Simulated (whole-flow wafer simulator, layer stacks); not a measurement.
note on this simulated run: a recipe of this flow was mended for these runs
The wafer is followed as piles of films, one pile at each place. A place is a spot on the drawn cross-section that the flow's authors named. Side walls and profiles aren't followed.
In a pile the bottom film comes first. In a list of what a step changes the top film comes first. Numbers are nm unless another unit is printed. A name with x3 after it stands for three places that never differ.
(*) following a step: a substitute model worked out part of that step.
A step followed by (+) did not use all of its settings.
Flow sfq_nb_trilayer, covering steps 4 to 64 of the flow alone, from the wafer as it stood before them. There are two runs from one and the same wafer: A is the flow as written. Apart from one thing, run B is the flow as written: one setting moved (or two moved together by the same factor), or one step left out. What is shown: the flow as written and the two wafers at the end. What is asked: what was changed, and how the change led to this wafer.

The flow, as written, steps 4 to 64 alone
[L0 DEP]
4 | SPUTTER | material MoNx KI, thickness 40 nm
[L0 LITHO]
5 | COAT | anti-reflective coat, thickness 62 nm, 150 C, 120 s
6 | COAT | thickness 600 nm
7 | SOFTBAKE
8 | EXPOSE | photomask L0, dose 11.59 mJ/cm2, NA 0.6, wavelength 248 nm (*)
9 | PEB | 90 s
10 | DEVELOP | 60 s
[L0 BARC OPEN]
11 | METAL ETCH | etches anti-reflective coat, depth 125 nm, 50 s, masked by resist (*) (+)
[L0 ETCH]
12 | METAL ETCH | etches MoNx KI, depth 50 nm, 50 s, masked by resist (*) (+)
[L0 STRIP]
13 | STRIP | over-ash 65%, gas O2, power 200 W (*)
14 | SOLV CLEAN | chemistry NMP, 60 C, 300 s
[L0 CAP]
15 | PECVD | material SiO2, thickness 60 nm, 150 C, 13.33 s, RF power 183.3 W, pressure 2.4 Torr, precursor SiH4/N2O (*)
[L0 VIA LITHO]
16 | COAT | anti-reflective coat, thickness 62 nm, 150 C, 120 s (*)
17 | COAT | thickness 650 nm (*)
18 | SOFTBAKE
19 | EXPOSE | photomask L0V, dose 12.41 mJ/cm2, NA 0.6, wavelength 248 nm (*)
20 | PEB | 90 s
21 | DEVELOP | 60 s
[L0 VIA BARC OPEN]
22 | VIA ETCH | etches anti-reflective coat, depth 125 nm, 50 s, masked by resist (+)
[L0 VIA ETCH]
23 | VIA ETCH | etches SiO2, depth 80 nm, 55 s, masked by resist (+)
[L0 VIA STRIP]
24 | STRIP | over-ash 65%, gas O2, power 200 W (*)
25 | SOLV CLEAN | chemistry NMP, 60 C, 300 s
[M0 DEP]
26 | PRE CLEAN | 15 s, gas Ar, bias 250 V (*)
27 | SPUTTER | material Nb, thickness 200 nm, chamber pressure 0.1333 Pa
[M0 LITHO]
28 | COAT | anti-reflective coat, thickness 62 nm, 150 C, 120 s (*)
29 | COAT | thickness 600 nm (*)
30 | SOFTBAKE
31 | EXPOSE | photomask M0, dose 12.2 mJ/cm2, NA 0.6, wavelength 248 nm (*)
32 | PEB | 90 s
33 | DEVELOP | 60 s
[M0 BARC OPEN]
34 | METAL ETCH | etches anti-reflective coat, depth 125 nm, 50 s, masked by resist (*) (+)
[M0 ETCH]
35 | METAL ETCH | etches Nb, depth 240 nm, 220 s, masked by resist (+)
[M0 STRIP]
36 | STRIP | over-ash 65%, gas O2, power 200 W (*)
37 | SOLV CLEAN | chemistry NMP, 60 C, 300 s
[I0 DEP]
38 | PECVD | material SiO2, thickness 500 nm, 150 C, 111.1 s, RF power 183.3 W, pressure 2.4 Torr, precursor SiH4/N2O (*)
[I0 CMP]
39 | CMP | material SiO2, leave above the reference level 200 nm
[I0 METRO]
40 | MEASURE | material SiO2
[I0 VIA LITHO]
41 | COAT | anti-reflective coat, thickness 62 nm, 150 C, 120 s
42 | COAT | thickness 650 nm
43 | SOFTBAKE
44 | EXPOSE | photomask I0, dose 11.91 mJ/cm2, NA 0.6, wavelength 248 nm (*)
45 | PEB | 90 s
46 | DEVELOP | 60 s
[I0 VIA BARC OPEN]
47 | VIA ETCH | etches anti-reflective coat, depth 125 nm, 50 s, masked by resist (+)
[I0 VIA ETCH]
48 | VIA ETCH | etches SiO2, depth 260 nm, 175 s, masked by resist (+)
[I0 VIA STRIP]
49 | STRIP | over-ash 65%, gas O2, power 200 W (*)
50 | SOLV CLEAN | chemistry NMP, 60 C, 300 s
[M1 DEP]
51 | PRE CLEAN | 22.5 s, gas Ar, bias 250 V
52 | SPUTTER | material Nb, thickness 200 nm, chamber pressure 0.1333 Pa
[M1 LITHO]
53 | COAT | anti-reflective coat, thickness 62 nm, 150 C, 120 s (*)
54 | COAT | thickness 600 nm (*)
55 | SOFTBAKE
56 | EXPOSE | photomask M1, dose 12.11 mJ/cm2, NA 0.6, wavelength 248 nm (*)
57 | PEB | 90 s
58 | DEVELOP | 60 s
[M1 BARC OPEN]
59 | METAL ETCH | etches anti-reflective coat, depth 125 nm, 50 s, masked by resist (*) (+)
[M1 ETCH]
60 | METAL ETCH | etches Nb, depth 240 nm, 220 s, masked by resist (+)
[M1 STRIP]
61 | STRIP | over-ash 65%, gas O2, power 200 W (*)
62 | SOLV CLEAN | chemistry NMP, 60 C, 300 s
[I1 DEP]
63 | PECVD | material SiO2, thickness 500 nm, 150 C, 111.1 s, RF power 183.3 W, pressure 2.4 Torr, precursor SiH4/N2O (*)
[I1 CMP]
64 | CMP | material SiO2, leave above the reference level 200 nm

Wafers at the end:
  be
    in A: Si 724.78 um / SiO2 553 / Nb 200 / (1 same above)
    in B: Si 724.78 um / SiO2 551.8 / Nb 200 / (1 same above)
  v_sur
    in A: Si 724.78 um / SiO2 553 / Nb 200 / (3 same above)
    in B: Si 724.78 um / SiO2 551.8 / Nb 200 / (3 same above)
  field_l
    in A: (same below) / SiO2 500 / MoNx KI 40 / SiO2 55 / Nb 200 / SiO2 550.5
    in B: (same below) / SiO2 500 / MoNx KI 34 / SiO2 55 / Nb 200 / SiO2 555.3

What caused this: step 4, SPUTTER: thickness 34 nm was run, whereas the flow has thickness 40 nm.
The wafer lets one read it off: field_l has MoNx KI 34, and step 4 as written asks for 40 nm.

The path from the change to this, step by step:
  4 | SPUTTER | material MoNx KI, thickness 40 nm
      field_l, v_sur, via_wl and 103 more: A +40 MoNx KI (new film) | B +34 MoNx KI (new film)
  12 | METAL ETCH | etches MoNx KI, depth 50 nm, 50 s, masked by resist (*) (+)
      v_sur, via_wl, via_w and 97 more: A -40 MoNx KI (all of it), -2 SiO2 | B -34 MoNx KI (all of it), -3.2 SiO2
  16 | COAT | anti-reflective coat, thickness 62 nm, 150 C, 120 s (*)
      field_l: A +50 anti-reflective coat (new film) | B +51.2 anti-reflective coat (new film)
      v_sur: A +78.1 anti-reflective coat (new film) | B +76.4 anti-reflective coat (new film)
      (as well as at 3 more places)
  24 | STRIP | over-ash 65%, gas O2, power 200 W (*)
      field_l: A -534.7 KrF-resist-other-grade (all of it), -50 anti-reflective coat (all of it) | B -535.6 KrF-resist-other-grade (all of it), -51.2 anti-reflective coat (all of it)
      v_sur: A -544.6 KrF-resist-other-grade (all of it), -78.1 anti-reflective coat (all of it) | B -544.1 KrF-resist-other-grade (all of it), -76.4 anti-reflective coat (all of it)
      (as well as at 3 more places)
  28 | COAT | anti-reflective coat, thickness 62 nm, 150 C, 120 s (*)
      field_l: A +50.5 anti-reflective coat (new film) | B +51.7 anti-reflective coat (new film)
      v_sur: A +78.2 anti-reflective coat (new film) | B +76.4 anti-reflective coat (new film)
      (as well as at 2 more places)
  36 | STRIP | over-ash 65%, gas O2, power 200 W (*)
      field_l: A -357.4 KrF-resist-other-grade (all of it), -50.5 anti-reflective coat (all of it) | B -358.3 KrF-resist-other-grade (all of it), -51.7 anti-reflective coat (all of it)
      v_sur: A -367.4 KrF-resist-other-grade (all of it), -78.2 anti-reflective coat (all of it) | B -367 KrF-resist-other-grade (all of it), -76.4 anti-reflective coat (all of it)
      (as well as at 2 more places)
